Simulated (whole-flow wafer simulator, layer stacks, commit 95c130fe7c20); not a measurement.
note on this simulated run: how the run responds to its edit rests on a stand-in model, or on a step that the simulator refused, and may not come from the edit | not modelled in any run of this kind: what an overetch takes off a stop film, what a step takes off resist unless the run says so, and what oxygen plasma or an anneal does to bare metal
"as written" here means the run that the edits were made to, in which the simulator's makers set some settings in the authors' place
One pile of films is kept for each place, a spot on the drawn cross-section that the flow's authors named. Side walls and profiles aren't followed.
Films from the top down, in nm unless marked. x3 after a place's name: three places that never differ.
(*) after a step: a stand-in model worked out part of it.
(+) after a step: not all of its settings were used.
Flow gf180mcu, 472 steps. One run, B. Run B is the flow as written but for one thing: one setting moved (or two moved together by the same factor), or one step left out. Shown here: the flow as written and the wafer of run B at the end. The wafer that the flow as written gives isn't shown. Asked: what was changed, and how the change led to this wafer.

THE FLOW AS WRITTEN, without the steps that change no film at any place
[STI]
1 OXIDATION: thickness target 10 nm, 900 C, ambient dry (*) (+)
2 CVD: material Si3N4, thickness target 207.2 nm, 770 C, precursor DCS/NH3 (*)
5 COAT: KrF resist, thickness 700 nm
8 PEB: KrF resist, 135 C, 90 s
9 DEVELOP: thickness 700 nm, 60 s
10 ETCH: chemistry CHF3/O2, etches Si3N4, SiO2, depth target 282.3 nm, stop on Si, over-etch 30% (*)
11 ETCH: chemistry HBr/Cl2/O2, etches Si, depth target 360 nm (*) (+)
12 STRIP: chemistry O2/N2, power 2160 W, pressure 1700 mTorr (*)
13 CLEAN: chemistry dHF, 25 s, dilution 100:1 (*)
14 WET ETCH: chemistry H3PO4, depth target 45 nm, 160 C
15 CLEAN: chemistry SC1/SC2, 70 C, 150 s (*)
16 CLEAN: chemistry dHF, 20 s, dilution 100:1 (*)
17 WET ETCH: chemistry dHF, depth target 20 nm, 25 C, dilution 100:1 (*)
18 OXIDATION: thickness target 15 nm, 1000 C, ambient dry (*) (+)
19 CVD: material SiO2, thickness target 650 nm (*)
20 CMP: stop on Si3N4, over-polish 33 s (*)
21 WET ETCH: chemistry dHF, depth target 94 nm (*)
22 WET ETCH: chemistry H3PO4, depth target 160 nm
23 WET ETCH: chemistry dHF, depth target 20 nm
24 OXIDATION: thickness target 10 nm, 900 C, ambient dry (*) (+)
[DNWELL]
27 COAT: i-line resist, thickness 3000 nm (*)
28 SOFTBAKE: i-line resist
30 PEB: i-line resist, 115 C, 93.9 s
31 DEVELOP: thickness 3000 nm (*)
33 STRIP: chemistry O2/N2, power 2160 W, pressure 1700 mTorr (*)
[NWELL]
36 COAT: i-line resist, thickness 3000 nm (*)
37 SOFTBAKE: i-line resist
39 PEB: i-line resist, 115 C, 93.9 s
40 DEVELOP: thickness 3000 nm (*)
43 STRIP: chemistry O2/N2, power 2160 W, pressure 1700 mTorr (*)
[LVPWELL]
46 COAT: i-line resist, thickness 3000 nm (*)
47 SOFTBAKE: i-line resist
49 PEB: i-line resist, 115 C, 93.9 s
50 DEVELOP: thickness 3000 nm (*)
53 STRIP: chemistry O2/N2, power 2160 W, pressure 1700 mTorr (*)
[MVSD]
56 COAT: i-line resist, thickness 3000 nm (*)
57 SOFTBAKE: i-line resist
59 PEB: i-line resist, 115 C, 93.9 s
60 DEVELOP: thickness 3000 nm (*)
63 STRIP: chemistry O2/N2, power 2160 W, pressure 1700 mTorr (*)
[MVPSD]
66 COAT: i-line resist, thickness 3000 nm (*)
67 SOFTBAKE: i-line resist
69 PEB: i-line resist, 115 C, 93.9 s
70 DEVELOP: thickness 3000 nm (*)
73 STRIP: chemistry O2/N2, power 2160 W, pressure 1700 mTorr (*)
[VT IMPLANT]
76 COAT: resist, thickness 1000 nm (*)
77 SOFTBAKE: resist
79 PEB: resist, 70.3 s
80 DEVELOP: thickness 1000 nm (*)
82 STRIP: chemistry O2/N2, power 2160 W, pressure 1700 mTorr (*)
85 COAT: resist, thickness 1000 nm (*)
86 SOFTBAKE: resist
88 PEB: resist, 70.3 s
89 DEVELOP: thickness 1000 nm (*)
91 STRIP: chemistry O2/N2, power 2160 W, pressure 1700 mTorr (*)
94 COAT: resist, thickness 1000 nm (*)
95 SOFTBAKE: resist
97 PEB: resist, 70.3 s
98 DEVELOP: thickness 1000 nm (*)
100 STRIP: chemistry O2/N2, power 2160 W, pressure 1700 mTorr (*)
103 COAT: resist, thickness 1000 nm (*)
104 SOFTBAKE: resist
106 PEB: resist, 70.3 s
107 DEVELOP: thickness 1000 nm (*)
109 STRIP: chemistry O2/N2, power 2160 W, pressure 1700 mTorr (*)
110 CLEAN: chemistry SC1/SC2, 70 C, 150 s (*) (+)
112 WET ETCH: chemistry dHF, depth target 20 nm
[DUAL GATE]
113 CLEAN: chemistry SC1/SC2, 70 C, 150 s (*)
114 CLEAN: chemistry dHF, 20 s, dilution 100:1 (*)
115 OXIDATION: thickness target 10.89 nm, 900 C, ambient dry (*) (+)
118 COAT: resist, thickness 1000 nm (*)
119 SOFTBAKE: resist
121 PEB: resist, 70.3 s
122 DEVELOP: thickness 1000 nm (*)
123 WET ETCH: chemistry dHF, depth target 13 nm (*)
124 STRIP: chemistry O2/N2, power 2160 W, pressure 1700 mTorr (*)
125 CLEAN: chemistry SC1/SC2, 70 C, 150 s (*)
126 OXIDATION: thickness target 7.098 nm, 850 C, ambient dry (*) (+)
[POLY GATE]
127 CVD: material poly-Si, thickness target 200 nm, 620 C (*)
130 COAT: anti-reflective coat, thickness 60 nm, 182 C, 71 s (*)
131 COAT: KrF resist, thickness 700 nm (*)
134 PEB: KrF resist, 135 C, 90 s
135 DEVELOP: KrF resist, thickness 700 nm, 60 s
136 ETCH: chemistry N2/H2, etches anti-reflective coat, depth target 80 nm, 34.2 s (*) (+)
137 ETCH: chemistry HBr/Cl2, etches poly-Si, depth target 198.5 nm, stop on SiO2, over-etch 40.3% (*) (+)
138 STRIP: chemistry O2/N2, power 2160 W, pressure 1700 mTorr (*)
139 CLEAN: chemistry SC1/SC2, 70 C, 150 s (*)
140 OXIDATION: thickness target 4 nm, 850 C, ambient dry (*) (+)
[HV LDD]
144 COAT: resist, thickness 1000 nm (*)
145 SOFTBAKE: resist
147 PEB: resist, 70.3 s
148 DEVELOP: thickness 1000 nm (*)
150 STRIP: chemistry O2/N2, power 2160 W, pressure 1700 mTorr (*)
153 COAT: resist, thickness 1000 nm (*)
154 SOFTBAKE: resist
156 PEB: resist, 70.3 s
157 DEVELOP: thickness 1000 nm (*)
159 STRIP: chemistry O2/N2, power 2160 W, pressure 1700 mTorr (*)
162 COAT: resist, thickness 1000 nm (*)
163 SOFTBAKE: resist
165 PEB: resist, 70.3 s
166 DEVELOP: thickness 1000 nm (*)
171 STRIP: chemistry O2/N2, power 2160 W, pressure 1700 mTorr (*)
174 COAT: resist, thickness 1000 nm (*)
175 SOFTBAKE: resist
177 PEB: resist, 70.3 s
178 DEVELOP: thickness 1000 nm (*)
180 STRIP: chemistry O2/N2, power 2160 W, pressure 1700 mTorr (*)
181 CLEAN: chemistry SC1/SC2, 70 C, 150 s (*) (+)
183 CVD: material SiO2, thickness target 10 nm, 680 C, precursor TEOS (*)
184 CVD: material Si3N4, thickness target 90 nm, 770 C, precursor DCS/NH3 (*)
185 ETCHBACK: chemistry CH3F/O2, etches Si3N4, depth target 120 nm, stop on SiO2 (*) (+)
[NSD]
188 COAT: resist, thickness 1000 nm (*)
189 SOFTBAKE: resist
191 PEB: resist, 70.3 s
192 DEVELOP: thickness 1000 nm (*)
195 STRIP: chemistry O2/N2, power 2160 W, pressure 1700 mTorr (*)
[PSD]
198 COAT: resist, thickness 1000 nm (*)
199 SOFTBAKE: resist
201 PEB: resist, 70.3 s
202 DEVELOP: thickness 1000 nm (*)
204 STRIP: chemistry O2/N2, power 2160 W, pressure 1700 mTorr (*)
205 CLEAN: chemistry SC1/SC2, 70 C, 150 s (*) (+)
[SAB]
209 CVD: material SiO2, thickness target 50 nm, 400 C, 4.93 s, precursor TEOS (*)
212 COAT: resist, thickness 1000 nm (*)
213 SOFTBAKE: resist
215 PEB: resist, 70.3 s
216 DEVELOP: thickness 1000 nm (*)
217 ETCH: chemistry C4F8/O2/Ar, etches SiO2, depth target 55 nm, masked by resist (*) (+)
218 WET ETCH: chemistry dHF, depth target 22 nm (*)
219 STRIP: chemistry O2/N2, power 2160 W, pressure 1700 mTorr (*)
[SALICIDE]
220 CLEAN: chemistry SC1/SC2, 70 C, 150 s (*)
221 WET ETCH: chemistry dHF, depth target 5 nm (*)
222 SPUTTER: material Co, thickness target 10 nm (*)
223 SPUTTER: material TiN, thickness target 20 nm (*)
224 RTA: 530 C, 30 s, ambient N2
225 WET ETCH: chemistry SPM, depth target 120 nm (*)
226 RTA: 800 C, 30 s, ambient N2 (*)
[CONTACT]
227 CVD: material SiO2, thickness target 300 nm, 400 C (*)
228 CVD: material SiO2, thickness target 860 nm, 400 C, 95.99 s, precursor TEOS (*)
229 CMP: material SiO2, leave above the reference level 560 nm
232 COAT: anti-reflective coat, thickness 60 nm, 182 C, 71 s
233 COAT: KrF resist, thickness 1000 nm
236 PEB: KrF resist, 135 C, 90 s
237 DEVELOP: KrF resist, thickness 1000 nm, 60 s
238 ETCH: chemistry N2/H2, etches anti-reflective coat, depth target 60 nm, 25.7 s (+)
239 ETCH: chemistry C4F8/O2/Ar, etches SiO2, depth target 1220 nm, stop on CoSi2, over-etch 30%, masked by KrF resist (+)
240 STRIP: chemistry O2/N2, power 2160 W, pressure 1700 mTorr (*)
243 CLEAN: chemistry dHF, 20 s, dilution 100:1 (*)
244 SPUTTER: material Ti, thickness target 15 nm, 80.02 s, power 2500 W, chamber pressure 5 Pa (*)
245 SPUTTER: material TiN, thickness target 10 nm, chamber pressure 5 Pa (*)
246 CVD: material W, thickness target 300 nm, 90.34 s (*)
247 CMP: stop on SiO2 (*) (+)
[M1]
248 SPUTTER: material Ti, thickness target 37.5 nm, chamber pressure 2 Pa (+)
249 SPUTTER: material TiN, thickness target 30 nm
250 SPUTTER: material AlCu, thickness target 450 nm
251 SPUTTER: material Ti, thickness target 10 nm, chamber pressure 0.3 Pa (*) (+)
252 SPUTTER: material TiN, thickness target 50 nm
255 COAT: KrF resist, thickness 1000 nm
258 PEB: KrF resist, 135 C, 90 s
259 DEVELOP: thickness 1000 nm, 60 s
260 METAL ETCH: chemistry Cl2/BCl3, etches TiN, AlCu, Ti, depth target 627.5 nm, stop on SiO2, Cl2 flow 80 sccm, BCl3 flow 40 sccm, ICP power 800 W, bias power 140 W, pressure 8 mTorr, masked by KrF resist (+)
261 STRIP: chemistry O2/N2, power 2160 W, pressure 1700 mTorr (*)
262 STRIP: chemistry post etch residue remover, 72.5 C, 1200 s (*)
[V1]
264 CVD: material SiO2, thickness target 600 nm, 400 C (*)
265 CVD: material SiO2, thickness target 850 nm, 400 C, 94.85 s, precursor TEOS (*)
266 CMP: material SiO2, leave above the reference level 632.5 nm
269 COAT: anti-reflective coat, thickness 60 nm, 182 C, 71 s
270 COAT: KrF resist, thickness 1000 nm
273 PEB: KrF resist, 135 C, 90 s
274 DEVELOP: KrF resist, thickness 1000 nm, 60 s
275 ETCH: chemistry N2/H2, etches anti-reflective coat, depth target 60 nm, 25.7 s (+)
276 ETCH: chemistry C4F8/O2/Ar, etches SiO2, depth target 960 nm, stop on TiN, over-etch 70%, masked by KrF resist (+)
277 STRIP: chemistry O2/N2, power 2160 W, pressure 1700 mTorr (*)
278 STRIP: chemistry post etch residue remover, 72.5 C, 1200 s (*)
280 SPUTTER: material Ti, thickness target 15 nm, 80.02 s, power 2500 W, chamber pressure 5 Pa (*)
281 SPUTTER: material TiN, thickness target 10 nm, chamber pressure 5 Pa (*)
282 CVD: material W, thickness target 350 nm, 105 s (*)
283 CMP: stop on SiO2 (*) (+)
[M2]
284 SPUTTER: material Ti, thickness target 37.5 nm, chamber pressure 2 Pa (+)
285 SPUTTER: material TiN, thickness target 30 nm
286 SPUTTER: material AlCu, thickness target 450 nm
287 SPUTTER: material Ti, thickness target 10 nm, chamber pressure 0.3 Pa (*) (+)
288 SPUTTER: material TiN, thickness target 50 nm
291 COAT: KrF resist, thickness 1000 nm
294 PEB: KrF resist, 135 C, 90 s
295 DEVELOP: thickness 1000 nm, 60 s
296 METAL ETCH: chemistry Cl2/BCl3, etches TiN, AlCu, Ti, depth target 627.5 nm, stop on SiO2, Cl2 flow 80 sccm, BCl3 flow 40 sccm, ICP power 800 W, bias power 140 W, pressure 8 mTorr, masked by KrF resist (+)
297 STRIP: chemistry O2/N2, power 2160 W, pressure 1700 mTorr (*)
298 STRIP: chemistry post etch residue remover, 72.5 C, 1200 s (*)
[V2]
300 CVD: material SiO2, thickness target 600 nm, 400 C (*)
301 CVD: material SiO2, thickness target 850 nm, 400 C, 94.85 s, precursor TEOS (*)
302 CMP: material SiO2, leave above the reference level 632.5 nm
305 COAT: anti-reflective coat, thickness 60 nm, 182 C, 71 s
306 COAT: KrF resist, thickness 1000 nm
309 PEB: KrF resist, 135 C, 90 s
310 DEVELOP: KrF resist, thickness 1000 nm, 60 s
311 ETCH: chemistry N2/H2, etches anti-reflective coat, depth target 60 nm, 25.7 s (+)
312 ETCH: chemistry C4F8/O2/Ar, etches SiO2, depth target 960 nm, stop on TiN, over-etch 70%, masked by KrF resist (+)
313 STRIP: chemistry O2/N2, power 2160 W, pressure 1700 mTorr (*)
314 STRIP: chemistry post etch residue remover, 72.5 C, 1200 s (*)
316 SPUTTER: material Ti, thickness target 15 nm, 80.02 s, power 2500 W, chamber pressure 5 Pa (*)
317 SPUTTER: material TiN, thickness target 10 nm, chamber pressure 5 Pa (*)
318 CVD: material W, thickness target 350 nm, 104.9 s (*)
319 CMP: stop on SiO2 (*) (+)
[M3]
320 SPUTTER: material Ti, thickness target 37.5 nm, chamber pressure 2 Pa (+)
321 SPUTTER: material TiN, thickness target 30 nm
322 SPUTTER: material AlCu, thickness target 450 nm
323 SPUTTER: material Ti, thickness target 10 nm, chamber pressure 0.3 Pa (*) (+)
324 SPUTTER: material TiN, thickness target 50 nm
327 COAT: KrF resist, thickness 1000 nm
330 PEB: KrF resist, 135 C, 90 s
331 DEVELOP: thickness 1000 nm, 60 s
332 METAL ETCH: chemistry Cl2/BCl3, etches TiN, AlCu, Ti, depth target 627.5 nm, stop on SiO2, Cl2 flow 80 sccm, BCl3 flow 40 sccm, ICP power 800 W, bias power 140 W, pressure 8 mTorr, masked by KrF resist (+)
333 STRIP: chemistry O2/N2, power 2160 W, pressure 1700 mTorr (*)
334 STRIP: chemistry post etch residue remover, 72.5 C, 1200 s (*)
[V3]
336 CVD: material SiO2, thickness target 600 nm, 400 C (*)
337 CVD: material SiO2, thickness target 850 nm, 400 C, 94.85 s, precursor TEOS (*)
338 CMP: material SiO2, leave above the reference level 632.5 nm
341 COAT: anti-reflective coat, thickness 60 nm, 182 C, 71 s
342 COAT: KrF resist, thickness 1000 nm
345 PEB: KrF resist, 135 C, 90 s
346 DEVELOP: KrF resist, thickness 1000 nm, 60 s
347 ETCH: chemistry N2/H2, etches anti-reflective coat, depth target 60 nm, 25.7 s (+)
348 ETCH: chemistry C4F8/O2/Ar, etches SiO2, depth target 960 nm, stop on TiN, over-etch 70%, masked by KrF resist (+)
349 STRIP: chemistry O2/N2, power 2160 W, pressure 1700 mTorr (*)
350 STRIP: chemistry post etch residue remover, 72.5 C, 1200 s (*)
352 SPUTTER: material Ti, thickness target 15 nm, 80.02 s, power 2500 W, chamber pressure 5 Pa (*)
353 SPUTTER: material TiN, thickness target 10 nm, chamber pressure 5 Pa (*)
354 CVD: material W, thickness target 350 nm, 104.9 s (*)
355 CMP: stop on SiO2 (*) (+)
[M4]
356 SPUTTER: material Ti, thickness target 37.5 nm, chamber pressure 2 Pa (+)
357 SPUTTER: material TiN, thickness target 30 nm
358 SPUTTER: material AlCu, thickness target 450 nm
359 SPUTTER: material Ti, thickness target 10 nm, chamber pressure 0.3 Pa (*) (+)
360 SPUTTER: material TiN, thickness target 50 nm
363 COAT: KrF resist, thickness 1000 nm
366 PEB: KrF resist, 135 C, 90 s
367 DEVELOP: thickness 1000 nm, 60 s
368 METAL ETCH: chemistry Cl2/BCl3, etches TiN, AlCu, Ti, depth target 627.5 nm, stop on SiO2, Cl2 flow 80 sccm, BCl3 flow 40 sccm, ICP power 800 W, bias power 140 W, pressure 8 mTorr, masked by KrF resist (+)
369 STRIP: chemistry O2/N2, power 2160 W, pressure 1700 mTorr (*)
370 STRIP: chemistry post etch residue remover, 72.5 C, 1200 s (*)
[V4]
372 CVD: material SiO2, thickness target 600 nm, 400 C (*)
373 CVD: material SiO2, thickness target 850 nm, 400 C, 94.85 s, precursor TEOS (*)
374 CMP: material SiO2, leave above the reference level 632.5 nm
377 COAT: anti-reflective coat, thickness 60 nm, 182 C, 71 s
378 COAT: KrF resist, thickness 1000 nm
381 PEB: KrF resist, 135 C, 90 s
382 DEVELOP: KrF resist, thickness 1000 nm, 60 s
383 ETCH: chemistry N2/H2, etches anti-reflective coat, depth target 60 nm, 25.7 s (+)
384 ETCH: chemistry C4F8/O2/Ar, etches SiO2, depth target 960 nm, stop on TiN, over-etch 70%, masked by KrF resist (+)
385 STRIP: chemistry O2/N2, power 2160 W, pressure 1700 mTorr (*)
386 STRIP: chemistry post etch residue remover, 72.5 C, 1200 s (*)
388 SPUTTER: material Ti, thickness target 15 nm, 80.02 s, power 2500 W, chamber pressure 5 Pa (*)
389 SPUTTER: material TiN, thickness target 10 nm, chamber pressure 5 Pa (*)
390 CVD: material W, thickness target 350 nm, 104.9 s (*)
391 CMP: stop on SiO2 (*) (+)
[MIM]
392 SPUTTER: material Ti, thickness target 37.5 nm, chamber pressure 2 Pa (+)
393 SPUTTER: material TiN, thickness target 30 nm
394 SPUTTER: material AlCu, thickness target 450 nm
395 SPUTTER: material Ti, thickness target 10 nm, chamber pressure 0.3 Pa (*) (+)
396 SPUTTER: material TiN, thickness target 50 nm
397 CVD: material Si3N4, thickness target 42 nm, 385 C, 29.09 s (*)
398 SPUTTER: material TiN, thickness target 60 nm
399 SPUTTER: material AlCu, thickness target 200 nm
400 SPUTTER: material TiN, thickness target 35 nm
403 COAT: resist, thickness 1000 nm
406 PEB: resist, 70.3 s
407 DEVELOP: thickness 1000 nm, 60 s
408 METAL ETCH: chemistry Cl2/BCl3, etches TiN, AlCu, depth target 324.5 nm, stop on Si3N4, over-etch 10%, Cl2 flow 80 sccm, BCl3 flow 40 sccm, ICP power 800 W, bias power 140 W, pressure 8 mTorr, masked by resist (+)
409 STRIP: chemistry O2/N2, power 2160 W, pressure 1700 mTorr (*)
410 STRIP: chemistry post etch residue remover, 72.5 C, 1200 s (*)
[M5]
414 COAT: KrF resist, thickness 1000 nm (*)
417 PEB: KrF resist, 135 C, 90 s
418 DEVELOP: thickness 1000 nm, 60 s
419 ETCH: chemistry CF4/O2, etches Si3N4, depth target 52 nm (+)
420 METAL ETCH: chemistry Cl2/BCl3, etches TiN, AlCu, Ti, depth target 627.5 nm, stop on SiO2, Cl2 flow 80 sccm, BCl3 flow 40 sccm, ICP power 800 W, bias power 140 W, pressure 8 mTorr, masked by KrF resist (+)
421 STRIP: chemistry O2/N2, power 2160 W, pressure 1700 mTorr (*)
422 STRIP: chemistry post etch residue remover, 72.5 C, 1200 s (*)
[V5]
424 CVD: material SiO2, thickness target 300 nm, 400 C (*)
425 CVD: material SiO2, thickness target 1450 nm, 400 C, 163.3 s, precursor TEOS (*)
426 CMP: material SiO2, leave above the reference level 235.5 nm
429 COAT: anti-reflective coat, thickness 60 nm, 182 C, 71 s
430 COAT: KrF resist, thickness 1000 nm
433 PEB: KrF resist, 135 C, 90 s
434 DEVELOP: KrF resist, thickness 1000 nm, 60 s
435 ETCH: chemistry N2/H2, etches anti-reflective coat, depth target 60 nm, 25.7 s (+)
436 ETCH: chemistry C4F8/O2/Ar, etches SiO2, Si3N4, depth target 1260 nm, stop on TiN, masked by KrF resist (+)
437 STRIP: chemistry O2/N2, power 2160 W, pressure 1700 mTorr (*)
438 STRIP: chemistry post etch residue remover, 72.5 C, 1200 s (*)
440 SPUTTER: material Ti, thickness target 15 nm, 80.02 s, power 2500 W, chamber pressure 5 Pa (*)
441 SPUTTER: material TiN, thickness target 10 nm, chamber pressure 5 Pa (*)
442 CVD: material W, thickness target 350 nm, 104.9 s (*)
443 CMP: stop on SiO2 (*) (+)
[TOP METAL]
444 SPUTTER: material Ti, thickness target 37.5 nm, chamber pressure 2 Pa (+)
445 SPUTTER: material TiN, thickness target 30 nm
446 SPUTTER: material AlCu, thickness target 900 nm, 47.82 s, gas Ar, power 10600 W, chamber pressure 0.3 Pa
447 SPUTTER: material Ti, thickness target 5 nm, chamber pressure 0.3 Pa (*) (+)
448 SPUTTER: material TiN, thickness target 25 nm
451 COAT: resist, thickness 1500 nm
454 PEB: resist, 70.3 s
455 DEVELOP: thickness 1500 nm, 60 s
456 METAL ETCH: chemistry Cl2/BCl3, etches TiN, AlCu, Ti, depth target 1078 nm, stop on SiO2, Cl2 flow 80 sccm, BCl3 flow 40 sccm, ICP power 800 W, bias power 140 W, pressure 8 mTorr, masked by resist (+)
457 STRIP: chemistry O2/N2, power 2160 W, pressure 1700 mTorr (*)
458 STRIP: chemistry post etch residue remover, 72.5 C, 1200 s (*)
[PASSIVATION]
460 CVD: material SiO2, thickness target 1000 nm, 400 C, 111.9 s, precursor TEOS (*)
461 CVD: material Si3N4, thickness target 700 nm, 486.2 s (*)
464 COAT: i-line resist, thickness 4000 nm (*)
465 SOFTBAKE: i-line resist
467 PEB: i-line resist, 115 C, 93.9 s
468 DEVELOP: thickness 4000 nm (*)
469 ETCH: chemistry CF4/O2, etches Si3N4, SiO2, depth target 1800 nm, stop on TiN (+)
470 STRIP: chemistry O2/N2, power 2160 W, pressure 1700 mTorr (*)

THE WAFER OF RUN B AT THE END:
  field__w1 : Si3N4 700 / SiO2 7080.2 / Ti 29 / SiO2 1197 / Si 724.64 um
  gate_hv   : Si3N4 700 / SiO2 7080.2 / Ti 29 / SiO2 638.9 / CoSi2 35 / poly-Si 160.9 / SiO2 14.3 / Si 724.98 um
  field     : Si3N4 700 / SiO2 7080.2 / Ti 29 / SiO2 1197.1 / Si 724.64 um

The cause: step 250, SPUTTER: thickness target 529 nm was run, where the flow has thickness target 450 nm.

How the change led to this, step by step:
  250 SPUTTER: material AlCu, thickness target 450 nm
      field, field__w1, field__w2 and 108 more: AlCu +529 (new film) (as written it would be: AlCu +450 (new film))
  260 METAL ETCH: chemistry Cl2/BCl3, etches TiN, AlCu, Ti, depth target 627.5 nm, stop on SiO2, Cl2 flow 80 sccm, BCl3 flow 40 sccm, ICP power 800 W, bias power 140 W, pressure 8 mTorr, masked by KrF resist (+)
      field, field__w1, field__w2 and 99 more: TiN -50 (all of it), Ti -10 (all of it), AlCu -529 (all of it), TiN -30 (all of it), Ti -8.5 (as written it would be: TiN -50 (all of it), Ti -10 (all of it), AlCu -450 (all of it), TiN -30 (all of it), Ti -37.5 (all of it))
  264 CVD: material SiO2, thickness target 600 nm, 400 C (*)
      field, field__w1, field__w2 and 99 more: SiO2 +600 (new film) (as written it would be: SiO2 +600)
  266 CMP: material SiO2, leave above the reference level 632.5 nm
      field, field__w1, field__w2 and 99 more: SiO2 -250 (as written it would be: SiO2 -300)
Counting metal films that touch as one body, field__w1 has 1 body; the flow as written gives 0 bodies.
Counting metal films that touch as one body, gate_hv has 2 bodies (between them, from the top down: SiO2 638.9); the flow as written gives 1 body.
Counting metal films that touch as one body, field has 1 body; the flow as written gives 0 bodies.
